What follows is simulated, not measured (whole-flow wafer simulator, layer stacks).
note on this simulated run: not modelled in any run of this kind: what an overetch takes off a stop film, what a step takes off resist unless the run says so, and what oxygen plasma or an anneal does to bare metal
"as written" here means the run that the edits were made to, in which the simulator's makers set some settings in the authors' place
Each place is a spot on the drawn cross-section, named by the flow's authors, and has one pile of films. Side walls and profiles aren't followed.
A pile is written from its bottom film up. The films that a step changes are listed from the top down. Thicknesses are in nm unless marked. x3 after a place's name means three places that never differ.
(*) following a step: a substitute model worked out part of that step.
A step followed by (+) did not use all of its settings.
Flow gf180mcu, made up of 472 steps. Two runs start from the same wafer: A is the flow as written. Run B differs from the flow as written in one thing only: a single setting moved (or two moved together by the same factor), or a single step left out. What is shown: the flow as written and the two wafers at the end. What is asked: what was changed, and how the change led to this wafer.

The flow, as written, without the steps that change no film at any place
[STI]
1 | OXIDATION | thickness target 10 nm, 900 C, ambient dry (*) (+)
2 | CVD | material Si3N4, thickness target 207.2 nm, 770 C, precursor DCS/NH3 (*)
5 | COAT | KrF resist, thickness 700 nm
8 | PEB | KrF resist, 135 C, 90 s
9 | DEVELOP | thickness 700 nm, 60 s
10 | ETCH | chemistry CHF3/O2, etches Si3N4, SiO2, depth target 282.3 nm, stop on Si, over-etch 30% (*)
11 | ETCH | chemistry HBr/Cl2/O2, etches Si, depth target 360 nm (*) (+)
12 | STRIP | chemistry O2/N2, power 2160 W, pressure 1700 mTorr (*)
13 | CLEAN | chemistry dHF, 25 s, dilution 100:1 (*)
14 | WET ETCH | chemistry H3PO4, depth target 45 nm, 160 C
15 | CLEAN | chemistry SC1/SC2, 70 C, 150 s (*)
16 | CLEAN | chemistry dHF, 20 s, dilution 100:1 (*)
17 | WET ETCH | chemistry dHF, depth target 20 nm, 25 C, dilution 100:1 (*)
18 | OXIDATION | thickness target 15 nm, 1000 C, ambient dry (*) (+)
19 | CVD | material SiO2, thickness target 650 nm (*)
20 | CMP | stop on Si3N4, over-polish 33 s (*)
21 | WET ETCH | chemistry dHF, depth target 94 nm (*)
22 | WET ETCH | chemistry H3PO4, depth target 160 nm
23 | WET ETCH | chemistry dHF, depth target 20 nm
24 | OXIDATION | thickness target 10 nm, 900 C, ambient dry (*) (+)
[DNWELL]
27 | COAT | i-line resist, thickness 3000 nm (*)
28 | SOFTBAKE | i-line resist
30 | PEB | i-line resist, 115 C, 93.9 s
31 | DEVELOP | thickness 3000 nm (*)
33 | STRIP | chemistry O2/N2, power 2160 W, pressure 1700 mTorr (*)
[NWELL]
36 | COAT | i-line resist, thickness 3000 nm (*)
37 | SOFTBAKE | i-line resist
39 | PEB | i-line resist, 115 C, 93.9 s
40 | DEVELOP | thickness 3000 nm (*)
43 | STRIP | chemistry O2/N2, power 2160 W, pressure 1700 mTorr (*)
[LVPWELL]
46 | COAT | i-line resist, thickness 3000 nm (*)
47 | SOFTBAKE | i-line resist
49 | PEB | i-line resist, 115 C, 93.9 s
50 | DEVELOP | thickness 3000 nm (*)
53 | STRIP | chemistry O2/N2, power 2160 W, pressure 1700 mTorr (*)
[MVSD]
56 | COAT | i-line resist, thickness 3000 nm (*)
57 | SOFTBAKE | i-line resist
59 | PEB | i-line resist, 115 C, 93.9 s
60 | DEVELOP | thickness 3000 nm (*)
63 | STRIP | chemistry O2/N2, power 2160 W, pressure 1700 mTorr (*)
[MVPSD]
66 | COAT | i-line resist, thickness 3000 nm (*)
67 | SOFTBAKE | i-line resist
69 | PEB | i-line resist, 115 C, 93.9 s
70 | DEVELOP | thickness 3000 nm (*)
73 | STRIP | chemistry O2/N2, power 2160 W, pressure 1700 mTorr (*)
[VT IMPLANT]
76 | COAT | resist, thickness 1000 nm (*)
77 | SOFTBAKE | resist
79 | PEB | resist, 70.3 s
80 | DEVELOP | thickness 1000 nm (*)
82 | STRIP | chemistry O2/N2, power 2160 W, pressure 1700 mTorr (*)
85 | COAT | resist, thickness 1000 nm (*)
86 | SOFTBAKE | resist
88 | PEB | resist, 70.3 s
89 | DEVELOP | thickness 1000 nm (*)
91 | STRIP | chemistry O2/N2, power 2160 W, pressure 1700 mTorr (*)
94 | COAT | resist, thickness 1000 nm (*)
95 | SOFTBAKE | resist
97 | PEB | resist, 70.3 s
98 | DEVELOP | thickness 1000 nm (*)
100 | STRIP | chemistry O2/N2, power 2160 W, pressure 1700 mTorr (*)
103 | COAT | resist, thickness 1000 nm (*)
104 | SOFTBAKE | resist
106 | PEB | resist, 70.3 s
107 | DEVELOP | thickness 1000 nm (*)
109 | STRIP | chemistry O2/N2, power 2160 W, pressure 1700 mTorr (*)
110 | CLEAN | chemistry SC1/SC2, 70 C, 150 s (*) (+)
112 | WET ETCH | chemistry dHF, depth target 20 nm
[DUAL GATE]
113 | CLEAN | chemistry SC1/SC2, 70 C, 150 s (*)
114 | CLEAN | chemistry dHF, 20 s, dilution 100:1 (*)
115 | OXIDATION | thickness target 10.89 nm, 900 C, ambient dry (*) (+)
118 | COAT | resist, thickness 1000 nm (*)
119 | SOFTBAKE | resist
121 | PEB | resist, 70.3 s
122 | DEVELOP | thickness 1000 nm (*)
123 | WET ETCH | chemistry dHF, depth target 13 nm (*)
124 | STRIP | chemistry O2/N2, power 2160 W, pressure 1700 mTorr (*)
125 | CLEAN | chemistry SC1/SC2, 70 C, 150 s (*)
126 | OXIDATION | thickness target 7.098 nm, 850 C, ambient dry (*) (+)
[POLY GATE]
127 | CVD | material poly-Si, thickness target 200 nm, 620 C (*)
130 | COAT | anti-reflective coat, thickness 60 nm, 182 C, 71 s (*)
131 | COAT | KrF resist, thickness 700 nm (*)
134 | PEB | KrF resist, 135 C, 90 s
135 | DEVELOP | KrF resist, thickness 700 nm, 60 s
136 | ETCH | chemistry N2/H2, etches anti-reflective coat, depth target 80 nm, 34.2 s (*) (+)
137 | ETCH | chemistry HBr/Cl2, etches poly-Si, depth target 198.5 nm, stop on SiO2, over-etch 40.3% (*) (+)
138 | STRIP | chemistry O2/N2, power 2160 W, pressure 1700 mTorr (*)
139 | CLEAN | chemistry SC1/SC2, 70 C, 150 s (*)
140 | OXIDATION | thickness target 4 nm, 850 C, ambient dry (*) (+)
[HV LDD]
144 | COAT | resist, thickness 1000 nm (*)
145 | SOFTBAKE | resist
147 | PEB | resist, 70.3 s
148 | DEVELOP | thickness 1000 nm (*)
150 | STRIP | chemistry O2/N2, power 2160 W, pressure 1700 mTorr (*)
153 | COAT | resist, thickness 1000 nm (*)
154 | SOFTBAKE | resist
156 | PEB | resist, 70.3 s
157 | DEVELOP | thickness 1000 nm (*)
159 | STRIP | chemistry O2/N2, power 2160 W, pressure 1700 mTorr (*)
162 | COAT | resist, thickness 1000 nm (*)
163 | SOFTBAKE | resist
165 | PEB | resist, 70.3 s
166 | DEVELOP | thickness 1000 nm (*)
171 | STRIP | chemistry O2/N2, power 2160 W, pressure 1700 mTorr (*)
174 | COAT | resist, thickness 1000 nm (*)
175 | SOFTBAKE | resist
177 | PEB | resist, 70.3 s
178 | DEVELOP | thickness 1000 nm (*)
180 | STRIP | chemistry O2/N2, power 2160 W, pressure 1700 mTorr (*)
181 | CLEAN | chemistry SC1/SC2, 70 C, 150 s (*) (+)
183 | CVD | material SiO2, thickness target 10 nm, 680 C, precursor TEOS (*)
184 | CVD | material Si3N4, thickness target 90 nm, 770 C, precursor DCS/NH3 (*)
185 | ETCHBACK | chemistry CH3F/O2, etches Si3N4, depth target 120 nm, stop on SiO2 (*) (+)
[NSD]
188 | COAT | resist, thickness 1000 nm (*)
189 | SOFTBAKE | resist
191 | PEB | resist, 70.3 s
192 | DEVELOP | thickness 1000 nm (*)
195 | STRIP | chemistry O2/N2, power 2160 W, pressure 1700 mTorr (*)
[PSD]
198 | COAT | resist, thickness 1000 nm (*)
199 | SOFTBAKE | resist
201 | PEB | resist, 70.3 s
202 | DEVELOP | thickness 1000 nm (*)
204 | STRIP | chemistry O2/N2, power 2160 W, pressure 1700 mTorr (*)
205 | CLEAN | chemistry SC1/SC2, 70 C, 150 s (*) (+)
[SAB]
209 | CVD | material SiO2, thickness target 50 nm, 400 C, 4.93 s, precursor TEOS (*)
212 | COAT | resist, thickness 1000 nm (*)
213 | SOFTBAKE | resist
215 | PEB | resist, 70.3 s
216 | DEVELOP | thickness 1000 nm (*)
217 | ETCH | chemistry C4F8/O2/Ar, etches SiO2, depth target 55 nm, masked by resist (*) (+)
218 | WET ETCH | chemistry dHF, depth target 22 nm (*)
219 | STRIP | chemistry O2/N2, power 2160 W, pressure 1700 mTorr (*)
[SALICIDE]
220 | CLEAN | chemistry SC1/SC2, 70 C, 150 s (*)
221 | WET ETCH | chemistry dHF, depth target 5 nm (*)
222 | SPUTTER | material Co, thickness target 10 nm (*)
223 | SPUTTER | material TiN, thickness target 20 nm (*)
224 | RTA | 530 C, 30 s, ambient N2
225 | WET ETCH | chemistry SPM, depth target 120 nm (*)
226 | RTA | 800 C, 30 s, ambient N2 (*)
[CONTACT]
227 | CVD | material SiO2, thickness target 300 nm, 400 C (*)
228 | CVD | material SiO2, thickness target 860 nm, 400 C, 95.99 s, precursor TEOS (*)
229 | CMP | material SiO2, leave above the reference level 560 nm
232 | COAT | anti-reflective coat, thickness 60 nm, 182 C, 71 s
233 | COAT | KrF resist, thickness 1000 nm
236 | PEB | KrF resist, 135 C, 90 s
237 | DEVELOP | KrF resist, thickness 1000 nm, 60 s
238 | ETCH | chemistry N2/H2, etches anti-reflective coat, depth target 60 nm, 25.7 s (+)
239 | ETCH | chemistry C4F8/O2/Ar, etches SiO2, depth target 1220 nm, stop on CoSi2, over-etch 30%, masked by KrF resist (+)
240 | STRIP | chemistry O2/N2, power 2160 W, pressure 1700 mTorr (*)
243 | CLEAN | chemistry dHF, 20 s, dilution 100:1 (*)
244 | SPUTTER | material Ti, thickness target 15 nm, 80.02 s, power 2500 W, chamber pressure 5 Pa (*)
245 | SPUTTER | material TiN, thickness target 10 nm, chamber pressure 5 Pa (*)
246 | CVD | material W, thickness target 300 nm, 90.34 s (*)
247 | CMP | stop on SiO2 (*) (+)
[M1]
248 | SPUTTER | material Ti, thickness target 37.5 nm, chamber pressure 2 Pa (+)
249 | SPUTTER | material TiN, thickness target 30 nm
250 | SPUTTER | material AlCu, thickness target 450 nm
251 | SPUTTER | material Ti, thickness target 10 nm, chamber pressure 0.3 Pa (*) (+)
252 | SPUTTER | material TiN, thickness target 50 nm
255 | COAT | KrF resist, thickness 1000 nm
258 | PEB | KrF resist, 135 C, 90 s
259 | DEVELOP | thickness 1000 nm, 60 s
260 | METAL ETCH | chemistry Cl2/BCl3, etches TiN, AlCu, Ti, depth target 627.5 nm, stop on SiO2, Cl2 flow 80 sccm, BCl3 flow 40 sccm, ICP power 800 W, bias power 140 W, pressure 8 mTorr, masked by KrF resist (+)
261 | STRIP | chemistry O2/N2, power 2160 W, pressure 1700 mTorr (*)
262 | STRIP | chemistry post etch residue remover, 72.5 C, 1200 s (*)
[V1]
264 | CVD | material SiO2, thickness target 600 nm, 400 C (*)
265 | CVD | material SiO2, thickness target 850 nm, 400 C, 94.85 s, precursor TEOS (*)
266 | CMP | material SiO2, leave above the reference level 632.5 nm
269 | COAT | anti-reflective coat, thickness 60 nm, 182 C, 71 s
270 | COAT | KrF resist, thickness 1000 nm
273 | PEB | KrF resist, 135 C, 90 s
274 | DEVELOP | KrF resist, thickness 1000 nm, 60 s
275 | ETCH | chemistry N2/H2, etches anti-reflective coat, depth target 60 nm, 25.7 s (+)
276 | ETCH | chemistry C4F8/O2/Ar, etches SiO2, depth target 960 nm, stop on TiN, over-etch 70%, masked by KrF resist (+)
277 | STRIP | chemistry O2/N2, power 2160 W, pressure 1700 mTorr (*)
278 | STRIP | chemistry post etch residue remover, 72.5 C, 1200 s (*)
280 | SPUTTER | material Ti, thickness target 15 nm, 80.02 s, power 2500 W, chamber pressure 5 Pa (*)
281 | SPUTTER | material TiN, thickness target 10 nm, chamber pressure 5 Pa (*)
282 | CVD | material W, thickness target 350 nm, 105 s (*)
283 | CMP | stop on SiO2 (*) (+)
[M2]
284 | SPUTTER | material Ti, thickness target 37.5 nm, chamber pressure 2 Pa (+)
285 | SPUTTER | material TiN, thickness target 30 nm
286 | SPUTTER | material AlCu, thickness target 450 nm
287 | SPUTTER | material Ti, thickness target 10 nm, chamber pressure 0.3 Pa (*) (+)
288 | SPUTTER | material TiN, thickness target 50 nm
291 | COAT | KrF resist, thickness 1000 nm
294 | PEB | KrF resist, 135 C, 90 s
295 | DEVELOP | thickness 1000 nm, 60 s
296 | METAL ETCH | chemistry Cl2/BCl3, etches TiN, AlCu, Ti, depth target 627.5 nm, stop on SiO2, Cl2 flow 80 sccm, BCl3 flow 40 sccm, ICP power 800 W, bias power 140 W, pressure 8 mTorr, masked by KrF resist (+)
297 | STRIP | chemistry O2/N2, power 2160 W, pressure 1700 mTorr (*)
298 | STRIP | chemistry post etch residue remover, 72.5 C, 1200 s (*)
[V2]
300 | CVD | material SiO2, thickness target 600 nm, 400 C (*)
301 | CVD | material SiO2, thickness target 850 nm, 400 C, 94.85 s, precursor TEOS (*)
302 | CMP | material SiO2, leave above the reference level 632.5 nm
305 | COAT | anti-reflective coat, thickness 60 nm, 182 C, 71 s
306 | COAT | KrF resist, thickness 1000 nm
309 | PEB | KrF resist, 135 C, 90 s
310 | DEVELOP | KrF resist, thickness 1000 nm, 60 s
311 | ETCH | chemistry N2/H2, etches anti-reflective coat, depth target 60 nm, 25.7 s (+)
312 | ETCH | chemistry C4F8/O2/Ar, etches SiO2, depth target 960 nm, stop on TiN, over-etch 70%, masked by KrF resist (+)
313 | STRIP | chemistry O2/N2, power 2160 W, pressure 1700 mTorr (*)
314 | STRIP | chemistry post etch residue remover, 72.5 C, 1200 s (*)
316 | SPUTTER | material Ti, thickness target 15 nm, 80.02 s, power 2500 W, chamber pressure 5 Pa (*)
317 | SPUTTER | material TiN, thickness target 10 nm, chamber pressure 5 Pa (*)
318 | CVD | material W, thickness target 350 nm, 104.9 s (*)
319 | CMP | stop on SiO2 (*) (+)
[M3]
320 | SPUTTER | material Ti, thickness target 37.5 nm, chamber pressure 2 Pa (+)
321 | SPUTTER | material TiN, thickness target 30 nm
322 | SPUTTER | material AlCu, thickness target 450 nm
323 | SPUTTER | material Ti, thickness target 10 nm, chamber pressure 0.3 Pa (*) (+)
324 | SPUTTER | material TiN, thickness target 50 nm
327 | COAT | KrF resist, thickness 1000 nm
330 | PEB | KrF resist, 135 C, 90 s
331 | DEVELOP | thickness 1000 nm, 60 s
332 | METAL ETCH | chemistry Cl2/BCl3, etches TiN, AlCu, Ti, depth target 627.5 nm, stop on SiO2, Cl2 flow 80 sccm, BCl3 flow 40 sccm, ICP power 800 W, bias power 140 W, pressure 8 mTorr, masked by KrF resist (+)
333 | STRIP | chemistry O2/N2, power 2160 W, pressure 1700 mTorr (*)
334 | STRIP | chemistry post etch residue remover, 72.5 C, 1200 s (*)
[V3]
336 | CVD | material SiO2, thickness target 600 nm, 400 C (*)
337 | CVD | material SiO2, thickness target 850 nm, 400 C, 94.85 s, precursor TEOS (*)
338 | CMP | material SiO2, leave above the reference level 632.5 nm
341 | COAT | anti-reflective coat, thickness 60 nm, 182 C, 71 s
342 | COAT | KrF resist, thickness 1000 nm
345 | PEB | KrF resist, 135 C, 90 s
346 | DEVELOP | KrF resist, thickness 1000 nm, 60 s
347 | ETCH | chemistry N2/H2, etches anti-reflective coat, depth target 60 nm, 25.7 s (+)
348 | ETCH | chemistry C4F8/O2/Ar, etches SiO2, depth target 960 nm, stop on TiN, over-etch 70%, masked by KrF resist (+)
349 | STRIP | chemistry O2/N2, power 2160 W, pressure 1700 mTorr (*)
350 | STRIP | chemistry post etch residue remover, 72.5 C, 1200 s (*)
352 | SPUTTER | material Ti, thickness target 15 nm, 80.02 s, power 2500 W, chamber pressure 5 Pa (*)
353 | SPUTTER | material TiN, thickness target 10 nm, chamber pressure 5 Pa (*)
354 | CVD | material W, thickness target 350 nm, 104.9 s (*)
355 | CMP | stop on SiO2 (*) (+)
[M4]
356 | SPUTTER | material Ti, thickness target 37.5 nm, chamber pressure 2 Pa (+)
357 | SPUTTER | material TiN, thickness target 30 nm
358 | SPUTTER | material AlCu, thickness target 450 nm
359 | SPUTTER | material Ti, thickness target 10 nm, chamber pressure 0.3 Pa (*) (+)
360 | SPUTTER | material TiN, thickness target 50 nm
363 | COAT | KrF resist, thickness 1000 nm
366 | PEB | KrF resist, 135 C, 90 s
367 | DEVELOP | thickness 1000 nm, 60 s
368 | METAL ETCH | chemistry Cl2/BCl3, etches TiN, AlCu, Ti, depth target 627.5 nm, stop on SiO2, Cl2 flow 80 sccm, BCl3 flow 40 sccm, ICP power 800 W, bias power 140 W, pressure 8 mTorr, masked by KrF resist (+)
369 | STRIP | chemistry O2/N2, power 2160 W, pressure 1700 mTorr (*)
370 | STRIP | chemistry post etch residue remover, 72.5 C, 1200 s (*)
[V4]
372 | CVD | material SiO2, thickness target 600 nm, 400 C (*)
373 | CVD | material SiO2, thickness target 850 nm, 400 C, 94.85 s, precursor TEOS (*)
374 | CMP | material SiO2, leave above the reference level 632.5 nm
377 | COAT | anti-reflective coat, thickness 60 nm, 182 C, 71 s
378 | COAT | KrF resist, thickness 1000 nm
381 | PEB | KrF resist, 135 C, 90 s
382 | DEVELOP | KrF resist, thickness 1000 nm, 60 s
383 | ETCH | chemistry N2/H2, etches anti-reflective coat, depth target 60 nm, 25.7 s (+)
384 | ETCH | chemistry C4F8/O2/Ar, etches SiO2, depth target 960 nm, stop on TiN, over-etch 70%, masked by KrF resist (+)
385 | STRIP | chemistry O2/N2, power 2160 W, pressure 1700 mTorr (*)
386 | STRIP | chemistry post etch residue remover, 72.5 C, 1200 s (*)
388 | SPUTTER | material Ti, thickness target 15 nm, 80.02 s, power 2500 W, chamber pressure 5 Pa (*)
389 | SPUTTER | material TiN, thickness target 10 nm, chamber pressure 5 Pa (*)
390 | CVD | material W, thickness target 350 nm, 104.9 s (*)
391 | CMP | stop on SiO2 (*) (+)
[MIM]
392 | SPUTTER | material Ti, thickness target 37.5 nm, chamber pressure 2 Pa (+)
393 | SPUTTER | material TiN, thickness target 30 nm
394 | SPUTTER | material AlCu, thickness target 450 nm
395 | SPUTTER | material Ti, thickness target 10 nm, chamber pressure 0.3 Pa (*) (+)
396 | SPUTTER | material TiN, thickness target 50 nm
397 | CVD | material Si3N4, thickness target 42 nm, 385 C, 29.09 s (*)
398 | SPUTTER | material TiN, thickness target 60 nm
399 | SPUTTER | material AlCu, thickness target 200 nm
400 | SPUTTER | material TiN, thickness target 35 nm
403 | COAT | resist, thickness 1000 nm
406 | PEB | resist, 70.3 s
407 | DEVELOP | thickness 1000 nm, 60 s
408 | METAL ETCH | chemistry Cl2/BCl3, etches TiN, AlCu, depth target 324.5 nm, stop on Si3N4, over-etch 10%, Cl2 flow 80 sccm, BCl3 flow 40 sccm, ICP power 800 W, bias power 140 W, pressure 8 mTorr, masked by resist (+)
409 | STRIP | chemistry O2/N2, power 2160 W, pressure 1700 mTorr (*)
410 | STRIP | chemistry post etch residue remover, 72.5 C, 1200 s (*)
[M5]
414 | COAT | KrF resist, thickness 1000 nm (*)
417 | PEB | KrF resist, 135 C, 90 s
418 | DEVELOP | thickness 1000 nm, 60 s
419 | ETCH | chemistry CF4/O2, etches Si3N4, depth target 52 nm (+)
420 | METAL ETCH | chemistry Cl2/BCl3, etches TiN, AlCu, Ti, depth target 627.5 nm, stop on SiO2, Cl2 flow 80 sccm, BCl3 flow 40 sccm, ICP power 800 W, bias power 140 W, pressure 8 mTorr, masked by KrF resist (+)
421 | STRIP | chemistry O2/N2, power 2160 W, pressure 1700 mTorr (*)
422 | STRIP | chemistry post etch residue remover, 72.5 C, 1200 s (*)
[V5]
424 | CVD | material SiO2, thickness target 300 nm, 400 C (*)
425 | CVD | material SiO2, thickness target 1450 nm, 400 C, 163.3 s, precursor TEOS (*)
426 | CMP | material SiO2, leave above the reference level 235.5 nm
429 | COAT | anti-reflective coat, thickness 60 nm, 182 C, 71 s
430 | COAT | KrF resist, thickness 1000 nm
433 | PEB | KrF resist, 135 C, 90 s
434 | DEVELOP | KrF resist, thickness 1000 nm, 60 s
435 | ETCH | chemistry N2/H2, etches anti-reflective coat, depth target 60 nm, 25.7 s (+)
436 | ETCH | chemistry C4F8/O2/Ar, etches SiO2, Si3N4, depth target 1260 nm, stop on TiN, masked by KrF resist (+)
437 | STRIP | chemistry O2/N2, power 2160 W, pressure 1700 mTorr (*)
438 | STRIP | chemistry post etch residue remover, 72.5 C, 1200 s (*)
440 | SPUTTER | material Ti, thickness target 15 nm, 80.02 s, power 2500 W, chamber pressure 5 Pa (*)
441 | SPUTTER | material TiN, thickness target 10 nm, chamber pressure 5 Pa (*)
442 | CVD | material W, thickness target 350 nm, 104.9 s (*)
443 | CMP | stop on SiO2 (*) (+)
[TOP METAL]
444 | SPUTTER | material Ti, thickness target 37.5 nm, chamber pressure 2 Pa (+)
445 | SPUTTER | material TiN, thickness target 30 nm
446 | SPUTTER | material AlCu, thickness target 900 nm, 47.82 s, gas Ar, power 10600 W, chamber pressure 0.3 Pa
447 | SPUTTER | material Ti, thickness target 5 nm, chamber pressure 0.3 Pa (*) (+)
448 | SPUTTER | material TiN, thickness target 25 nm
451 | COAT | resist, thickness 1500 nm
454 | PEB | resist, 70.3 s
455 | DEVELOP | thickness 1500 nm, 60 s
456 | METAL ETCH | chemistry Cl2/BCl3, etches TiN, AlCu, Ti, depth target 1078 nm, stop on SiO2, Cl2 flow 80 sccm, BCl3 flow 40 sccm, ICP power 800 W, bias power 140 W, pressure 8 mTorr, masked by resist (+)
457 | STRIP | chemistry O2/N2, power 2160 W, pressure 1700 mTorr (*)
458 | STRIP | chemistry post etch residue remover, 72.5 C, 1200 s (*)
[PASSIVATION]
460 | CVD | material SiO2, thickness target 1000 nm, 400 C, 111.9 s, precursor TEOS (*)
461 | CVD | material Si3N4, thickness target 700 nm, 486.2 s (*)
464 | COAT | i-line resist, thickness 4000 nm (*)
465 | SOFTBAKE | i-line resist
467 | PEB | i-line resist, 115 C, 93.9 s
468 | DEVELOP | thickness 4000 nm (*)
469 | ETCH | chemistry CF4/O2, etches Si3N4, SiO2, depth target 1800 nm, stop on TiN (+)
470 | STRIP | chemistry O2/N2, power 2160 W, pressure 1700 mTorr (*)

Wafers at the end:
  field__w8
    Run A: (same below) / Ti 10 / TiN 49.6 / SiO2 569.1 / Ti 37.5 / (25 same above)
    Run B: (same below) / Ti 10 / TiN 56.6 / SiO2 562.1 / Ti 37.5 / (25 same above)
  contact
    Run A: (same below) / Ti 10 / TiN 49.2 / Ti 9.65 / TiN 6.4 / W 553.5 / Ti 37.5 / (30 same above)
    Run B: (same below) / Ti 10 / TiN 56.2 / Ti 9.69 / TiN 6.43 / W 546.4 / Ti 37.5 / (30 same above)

The reason: step 288, SPUTTER: thickness target 57 nm was run, whereas the flow has thickness target 50 nm.

The path from the change to this, step by step:
  288 | SPUTTER | material TiN, thickness target 50 nm
      field, field__w1, field__w2 and 108 more: A TiN gains 50 (new film) | B TiN gains 57 (new film)
  296 | METAL ETCH | chemistry Cl2/BCl3, etches TiN, AlCu, Ti, depth target 627.5 nm, stop on SiO2, Cl2 flow 80 sccm, BCl3 flow 40 sccm, ICP power 800 W, bias power 140 W, pressure 8 mTorr, masked by KrF resist (+)
      field, field__w1, field__w2 and 103 more: A TiN loses 50 (all of it), Ti loses 10 (all of it), AlCu loses 450 (all of it), TiN loses 30 (all of it), Ti loses 37.5 (all of it) | B TiN loses 57 (all of it), Ti loses 10 (all of it), AlCu loses 450 (all of it), TiN loses 30 (all of it), Ti loses 37.5 (all of it)
